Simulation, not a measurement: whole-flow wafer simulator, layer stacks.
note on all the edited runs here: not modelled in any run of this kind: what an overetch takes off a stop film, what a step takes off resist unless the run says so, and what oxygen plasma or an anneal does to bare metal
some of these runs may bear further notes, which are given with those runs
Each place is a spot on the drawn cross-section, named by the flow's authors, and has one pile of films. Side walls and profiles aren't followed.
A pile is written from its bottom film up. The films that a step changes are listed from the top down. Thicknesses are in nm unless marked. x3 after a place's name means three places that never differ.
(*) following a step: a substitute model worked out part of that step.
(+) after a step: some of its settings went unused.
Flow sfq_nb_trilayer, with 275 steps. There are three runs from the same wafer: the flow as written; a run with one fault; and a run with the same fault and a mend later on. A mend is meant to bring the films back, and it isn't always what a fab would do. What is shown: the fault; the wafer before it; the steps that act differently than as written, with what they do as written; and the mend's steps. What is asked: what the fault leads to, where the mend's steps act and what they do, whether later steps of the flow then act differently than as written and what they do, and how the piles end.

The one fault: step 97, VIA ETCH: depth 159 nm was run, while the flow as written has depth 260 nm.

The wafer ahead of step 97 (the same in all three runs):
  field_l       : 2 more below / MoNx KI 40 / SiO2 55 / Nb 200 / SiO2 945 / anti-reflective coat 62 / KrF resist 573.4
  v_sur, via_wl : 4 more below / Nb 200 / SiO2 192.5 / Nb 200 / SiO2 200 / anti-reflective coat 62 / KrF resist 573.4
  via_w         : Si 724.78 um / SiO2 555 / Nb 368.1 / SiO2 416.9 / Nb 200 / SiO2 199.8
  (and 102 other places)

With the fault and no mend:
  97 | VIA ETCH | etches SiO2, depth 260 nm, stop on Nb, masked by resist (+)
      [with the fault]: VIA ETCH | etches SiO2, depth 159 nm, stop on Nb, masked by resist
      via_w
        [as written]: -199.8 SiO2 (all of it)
        [with the fault]: -159 SiO2
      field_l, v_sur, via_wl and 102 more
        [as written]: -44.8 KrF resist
        [with the fault]: -27.4 KrF resist
  Later steps of the flow acting differently than as written (3 other steps are not shown; they differ only slightly, by no more than 2% or 0.5 nm, whichever is larger):
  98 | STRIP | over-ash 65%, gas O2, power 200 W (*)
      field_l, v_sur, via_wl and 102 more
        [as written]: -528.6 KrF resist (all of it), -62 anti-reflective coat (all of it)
        [with the fault]: -546 KrF resist (all of it), -62 anti-reflective coat (all of it)
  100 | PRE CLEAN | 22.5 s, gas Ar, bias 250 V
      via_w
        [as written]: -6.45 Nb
        [with the fault]: -7.5 SiO2
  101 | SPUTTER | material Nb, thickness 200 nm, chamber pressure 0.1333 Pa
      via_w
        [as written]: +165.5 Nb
        [with the fault]: +174.2 Nb (new film)
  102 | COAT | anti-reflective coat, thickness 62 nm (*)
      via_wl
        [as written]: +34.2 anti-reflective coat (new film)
        [with the fault]: +33.4 anti-reflective coat (new film)
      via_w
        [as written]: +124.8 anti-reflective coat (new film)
        [with the fault]: +114.4 anti-reflective coat (new film)
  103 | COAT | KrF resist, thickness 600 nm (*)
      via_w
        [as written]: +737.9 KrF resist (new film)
        [with the fault]: +705.7 KrF resist (new film)
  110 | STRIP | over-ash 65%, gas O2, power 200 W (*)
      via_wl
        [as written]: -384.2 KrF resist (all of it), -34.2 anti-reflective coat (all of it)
        [with the fault]: -389.5 KrF resist (all of it), -33.4 anti-reflective coat (all of it)
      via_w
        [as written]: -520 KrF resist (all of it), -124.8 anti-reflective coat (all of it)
        [with the fault]: -487.8 KrF resist (all of it), -114.4 anti-reflective coat (all of it)
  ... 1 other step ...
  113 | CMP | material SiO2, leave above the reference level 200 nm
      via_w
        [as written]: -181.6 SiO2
        [with the fault]: -157.1 SiO2
  By the end, the piles at via_w depart from the flow's by more than 2% or 0.5 nm, whichever is larger.
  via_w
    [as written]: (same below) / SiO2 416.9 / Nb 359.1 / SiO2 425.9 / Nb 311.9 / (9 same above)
    [with the fault]: (same below) / SiO2 416.9 / Nb 200 / SiO2 33.3 / Nb 174.2 / SiO2 377.4 / Nb 311.9 / (9 same above)

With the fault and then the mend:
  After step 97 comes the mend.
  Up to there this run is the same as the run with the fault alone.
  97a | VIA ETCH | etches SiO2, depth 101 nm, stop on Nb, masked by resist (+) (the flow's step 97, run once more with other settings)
      field_l, v_sur, via_wl and 102 more
        -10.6 KrF resist
      via_w
        -40.8 SiO2 (all of it)
  Every later step of the flow that is run acts as written, at every place that is followed, to within 2% or 0.5 nm, whichever is larger.
  By the end, the piles equal the flow's at every place that both follow.
